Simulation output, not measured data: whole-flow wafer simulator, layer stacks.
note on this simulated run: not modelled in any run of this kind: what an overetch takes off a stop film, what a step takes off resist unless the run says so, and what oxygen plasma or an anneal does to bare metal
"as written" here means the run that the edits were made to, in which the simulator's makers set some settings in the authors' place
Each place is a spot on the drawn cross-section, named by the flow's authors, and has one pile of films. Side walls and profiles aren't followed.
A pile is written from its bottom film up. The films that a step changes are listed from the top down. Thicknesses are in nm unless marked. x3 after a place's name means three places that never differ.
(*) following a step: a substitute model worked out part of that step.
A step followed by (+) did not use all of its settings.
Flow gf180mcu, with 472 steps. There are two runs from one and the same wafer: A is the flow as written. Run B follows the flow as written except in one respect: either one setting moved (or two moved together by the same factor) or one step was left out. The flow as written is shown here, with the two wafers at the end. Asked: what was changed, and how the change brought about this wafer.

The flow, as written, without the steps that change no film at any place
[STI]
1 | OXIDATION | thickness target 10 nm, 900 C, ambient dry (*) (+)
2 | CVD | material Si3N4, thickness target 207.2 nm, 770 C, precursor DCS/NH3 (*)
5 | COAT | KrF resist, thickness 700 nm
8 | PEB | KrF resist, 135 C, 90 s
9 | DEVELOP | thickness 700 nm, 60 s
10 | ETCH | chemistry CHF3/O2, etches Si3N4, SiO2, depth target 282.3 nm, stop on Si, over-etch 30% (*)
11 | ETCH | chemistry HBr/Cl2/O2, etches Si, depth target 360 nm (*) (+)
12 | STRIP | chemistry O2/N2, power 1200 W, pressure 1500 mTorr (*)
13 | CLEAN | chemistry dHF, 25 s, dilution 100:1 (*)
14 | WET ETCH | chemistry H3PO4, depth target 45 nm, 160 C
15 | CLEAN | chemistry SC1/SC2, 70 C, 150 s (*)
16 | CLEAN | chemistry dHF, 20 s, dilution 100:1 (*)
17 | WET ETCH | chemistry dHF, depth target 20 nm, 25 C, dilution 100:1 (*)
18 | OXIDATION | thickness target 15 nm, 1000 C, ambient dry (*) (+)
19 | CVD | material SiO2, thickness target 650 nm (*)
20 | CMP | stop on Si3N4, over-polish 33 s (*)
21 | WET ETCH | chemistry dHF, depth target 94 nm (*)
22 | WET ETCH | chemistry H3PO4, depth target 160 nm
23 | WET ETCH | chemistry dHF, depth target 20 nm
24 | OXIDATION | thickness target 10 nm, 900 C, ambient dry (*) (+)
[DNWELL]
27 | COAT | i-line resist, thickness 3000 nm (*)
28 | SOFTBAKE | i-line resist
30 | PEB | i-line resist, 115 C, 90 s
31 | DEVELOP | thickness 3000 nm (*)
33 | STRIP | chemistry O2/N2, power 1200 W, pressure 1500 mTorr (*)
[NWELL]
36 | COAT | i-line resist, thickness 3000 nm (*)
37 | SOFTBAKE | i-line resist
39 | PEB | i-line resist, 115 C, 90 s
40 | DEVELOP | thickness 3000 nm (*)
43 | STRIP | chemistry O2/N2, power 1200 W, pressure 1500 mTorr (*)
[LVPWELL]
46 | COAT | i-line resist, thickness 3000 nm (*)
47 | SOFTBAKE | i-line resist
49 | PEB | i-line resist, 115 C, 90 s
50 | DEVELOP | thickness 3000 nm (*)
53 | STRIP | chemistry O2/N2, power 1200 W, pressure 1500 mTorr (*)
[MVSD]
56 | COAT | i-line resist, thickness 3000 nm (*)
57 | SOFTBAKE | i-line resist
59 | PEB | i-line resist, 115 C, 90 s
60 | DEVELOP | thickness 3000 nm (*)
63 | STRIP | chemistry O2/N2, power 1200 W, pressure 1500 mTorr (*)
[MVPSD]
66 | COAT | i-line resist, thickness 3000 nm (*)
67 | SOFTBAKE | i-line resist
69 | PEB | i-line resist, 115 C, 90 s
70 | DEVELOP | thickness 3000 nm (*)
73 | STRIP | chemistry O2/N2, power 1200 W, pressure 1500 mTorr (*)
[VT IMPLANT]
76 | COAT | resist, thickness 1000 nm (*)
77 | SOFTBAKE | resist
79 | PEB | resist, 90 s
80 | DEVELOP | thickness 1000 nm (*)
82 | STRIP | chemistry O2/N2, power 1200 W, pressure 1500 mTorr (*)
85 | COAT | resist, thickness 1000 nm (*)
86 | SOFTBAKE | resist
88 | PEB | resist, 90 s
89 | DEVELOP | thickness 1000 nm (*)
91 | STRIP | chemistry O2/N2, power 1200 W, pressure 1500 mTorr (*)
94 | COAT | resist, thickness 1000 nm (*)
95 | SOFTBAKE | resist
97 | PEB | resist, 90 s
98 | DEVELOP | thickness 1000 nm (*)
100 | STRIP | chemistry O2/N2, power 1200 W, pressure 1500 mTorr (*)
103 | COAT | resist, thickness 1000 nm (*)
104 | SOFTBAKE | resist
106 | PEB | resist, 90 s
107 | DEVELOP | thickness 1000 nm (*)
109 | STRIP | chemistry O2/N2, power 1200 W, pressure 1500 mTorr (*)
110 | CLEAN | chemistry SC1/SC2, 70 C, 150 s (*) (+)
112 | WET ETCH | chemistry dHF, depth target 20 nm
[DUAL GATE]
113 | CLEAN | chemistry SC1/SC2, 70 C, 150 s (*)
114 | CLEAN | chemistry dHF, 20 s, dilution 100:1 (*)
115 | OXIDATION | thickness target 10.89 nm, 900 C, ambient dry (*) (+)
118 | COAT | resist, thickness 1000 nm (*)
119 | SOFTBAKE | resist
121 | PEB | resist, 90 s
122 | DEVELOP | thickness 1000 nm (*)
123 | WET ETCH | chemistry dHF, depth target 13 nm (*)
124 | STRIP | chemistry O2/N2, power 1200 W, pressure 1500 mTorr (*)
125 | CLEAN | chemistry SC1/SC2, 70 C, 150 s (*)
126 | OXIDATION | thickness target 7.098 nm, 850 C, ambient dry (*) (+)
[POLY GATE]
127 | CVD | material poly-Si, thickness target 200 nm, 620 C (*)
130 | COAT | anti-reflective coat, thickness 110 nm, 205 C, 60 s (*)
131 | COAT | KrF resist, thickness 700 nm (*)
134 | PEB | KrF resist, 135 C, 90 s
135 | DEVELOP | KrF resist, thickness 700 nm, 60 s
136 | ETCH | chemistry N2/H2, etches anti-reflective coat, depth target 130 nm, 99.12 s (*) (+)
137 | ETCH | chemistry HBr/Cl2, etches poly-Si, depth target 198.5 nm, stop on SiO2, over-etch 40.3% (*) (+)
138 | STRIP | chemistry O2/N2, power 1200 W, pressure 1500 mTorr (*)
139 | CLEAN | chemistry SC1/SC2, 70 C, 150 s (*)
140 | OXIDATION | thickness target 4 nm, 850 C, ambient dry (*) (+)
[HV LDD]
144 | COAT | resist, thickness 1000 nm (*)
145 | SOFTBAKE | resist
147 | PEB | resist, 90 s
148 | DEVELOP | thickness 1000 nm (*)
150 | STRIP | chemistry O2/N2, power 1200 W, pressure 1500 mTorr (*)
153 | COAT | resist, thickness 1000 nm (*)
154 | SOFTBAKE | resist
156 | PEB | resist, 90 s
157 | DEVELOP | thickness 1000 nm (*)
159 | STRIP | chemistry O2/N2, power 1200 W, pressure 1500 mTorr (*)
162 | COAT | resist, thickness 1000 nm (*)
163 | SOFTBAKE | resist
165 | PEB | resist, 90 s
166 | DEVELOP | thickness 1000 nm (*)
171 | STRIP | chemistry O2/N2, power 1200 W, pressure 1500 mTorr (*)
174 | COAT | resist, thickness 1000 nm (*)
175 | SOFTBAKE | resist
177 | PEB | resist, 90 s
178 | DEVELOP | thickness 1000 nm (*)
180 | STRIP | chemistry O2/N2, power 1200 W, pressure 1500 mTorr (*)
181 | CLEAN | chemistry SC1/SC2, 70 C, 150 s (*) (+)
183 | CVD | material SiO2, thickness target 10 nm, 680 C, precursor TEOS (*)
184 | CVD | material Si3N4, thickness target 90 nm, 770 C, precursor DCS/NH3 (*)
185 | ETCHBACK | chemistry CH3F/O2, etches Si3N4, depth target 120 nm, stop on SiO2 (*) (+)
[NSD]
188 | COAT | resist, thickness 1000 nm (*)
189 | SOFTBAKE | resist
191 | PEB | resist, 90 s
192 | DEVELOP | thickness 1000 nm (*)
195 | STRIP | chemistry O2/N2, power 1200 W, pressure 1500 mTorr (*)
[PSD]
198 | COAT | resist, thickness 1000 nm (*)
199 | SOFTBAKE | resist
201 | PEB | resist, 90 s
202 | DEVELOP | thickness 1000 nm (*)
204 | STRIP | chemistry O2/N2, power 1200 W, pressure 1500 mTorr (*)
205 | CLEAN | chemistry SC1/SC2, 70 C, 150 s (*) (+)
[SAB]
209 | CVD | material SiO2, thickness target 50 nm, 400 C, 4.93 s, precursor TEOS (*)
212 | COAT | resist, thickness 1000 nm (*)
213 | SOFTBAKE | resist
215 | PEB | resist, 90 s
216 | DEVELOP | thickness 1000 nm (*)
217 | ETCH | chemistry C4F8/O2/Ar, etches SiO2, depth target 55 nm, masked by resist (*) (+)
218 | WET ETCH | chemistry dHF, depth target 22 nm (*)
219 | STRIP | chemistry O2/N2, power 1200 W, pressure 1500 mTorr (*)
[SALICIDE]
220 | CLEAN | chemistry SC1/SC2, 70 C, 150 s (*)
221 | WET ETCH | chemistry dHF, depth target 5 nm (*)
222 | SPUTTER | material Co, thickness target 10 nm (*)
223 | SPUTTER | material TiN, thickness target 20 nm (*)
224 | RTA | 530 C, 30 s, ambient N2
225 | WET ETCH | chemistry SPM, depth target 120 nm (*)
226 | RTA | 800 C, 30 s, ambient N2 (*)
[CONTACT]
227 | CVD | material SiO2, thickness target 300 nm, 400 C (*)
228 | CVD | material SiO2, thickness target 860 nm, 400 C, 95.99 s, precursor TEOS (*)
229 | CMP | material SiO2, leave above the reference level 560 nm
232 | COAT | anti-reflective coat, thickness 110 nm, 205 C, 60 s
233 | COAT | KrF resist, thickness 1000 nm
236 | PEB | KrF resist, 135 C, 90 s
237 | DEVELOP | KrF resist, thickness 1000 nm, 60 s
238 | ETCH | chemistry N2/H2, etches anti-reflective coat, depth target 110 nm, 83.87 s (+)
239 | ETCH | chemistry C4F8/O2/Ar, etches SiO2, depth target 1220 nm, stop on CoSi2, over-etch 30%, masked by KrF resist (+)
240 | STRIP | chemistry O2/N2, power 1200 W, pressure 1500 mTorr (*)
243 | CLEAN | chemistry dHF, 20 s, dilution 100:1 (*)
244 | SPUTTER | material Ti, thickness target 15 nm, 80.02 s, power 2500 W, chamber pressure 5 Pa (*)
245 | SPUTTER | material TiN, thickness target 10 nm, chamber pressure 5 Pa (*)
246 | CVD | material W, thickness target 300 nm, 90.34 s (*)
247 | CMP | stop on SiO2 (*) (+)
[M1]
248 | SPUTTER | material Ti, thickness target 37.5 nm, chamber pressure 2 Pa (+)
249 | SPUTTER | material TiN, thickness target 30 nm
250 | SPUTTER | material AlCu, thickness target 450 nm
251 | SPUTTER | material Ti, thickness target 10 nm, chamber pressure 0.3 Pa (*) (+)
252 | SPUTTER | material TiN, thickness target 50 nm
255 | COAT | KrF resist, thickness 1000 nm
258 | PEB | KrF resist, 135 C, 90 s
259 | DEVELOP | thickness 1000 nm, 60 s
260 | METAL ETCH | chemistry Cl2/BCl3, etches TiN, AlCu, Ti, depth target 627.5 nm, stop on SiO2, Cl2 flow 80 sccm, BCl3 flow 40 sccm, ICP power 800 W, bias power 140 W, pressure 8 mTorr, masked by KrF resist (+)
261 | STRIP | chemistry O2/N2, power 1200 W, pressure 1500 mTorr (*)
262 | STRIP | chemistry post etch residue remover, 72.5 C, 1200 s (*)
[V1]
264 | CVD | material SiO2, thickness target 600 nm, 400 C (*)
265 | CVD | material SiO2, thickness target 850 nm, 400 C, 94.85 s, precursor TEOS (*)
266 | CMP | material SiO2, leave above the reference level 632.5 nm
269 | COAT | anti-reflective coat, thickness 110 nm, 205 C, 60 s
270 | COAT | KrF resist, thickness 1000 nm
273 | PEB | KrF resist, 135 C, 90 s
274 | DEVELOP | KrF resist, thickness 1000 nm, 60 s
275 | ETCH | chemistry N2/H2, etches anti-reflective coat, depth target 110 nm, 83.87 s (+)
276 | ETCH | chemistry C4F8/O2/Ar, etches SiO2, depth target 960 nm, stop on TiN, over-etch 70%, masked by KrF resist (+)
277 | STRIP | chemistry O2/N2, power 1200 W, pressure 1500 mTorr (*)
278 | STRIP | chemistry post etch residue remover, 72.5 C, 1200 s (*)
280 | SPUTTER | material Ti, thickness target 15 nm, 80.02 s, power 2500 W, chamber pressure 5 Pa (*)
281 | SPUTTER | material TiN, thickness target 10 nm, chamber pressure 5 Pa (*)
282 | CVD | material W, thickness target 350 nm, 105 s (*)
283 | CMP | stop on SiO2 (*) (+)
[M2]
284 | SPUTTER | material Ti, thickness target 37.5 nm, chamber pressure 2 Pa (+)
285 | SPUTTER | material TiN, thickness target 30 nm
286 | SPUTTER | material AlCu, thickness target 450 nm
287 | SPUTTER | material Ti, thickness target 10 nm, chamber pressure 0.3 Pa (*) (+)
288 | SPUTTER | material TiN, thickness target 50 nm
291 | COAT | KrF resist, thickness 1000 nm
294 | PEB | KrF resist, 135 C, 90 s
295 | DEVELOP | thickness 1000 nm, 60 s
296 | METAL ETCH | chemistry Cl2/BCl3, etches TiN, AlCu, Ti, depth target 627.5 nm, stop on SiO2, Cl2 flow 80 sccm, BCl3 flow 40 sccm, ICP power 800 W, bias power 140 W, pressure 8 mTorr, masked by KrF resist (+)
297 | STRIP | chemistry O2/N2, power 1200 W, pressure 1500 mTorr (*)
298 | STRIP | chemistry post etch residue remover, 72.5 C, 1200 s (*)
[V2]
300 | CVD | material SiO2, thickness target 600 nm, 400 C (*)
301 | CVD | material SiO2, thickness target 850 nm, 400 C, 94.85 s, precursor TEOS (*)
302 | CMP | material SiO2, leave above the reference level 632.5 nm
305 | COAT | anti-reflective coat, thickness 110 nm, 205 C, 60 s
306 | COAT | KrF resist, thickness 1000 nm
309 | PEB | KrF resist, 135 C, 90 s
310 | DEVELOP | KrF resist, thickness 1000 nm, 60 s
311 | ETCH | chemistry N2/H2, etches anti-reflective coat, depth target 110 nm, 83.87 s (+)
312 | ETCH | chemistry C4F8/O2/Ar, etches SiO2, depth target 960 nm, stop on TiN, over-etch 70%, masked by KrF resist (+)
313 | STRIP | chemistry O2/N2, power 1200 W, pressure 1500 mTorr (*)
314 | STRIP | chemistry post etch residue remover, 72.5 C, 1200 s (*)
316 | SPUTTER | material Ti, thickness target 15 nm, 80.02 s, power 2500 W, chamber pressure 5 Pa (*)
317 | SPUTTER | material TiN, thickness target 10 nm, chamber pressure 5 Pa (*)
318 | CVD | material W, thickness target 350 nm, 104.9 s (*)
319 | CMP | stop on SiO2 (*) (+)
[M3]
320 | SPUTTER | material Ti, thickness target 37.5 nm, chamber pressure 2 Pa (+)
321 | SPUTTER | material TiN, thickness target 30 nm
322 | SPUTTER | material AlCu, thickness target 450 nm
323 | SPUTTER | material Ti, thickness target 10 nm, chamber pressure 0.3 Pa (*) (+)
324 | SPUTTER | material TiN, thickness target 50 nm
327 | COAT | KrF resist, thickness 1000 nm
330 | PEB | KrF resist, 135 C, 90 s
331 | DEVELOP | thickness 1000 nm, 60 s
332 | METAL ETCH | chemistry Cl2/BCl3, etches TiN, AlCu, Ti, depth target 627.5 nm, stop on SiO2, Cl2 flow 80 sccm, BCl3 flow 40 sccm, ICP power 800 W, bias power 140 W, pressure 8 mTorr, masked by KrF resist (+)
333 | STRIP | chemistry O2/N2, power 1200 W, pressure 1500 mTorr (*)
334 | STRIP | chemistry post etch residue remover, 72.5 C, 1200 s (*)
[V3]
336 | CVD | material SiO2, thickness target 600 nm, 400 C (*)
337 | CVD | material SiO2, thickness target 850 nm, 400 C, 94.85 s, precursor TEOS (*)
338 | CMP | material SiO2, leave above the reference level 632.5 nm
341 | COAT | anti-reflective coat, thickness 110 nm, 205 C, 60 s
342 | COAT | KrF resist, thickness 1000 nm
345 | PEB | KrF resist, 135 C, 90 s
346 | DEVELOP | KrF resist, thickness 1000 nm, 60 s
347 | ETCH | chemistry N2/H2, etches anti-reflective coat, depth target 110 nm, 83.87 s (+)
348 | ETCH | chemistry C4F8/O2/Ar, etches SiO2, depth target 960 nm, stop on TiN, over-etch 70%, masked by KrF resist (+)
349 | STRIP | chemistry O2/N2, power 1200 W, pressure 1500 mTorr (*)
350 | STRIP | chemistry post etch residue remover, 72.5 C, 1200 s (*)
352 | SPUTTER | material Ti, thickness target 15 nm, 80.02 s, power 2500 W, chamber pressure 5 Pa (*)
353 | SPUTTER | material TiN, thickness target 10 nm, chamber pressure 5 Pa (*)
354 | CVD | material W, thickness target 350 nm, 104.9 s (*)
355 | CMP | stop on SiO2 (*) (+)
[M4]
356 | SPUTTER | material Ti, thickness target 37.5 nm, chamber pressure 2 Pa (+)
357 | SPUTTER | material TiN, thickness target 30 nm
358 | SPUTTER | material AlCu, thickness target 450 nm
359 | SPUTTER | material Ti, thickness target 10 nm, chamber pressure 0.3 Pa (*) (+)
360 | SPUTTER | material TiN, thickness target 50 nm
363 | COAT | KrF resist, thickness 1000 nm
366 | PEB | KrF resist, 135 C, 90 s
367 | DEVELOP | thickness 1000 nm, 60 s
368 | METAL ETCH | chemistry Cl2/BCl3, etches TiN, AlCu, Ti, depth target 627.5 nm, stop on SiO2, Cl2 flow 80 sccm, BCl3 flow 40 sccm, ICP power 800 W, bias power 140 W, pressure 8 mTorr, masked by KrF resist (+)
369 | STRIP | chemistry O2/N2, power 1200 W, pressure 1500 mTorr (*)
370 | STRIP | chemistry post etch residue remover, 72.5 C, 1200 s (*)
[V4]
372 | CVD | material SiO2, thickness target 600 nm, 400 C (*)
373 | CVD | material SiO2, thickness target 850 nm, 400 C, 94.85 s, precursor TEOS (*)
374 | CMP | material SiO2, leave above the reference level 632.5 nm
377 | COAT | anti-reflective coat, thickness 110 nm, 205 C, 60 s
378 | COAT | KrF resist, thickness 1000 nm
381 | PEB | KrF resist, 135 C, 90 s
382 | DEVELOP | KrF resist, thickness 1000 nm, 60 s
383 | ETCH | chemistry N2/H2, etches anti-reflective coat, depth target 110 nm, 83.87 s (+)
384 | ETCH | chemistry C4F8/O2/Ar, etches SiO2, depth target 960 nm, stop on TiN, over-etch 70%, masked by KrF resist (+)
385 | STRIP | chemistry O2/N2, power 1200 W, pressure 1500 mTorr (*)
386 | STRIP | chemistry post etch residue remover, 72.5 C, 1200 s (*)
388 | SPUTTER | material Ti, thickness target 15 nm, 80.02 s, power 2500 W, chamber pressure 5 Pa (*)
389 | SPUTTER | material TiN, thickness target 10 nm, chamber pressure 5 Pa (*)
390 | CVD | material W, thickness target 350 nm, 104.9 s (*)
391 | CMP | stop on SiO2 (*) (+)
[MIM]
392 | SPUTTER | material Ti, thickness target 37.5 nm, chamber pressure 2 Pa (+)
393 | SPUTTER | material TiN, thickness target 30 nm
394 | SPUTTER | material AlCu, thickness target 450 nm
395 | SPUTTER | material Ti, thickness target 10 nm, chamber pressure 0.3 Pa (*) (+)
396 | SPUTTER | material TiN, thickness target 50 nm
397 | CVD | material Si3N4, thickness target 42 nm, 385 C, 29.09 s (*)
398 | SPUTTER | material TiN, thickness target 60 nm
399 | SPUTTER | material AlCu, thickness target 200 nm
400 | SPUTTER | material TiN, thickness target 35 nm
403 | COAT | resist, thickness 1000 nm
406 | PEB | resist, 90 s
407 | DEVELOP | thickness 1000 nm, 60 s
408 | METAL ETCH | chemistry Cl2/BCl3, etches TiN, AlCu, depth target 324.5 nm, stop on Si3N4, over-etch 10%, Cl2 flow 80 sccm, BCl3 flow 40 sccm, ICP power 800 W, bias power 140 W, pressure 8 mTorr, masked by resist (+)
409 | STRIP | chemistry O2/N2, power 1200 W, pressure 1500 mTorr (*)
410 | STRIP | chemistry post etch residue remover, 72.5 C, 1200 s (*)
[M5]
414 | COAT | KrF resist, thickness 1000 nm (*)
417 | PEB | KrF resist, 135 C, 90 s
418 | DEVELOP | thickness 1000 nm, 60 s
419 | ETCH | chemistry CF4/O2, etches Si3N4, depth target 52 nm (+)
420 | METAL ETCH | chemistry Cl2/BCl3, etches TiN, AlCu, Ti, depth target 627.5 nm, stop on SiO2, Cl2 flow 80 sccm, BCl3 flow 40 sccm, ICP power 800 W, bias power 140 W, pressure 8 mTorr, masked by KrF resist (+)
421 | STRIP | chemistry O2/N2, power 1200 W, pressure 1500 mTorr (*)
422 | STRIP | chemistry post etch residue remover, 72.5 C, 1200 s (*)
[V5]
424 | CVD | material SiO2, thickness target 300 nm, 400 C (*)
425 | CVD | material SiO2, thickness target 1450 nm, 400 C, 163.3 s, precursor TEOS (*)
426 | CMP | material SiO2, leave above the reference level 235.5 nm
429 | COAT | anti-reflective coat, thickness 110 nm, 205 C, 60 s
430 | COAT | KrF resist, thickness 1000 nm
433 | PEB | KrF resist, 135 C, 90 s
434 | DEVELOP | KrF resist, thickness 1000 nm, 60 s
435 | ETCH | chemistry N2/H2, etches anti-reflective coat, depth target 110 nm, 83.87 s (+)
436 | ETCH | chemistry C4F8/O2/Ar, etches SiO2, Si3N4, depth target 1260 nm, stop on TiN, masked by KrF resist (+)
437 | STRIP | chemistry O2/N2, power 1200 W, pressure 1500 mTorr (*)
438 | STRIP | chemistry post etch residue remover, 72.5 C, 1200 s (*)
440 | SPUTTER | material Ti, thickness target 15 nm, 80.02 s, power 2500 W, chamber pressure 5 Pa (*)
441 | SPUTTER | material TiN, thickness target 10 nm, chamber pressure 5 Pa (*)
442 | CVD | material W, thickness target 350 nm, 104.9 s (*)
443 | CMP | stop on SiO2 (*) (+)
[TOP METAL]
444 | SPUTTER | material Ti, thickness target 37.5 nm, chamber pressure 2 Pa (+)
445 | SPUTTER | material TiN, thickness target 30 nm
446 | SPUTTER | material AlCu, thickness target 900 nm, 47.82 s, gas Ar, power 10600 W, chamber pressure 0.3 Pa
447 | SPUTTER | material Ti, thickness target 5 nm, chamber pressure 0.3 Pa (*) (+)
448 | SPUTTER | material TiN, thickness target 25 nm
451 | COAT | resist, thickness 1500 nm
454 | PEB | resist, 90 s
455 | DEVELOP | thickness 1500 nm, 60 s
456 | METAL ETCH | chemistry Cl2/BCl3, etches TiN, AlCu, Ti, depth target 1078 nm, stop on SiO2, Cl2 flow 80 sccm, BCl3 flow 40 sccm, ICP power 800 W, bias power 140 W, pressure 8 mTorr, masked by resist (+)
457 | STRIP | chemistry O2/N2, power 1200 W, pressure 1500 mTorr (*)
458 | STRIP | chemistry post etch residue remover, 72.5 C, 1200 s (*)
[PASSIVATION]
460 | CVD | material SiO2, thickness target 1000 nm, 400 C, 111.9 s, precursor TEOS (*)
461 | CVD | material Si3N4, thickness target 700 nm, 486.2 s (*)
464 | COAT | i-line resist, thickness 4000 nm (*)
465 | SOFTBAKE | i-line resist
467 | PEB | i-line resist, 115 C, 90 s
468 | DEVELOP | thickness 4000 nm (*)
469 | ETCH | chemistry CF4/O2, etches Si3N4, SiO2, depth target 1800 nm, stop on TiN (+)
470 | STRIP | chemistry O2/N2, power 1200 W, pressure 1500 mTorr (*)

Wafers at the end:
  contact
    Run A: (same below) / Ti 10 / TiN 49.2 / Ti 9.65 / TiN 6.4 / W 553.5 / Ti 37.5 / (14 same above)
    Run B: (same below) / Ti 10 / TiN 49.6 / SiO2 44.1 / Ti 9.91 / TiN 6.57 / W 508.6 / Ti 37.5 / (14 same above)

What caused this: step 384, ETCH: depth target 528 nm was run, while the flow as written has depth target 960 nm.

The path from the change to this, step by step:
  384 | ETCH | chemistry C4F8/O2/Ar, etches SiO2, depth target 960 nm, stop on TiN, over-etch 70%, masked by KrF resist (+)
      contact: A SiO2 loses 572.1 (all of it) | B SiO2 loses 528
      field, field__w1, field__w2 and 107 more: A KrF resist loses 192 | B KrF resist loses 105.6
  385 | STRIP | chemistry O2/N2, power 1200 W, pressure 1500 mTorr (*)
      field, field__w1, field__w2 and 107 more: A KrF resist loses 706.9 (all of it), anti-reflective coat loses 110 (all of it) | B KrF resist loses 793.3 (all of it), anti-reflective coat loses 110 (all of it)
  390 | CVD | material W, thickness target 350 nm, 104.9 s (*)
      contact: A W gains 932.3 (new film) | B W gains 887.4 (new film)
If metal films that touch count as one body, contact has 2 bodies (between them, from the top down: SiO2 44.1); the flow as written gives 1 body.
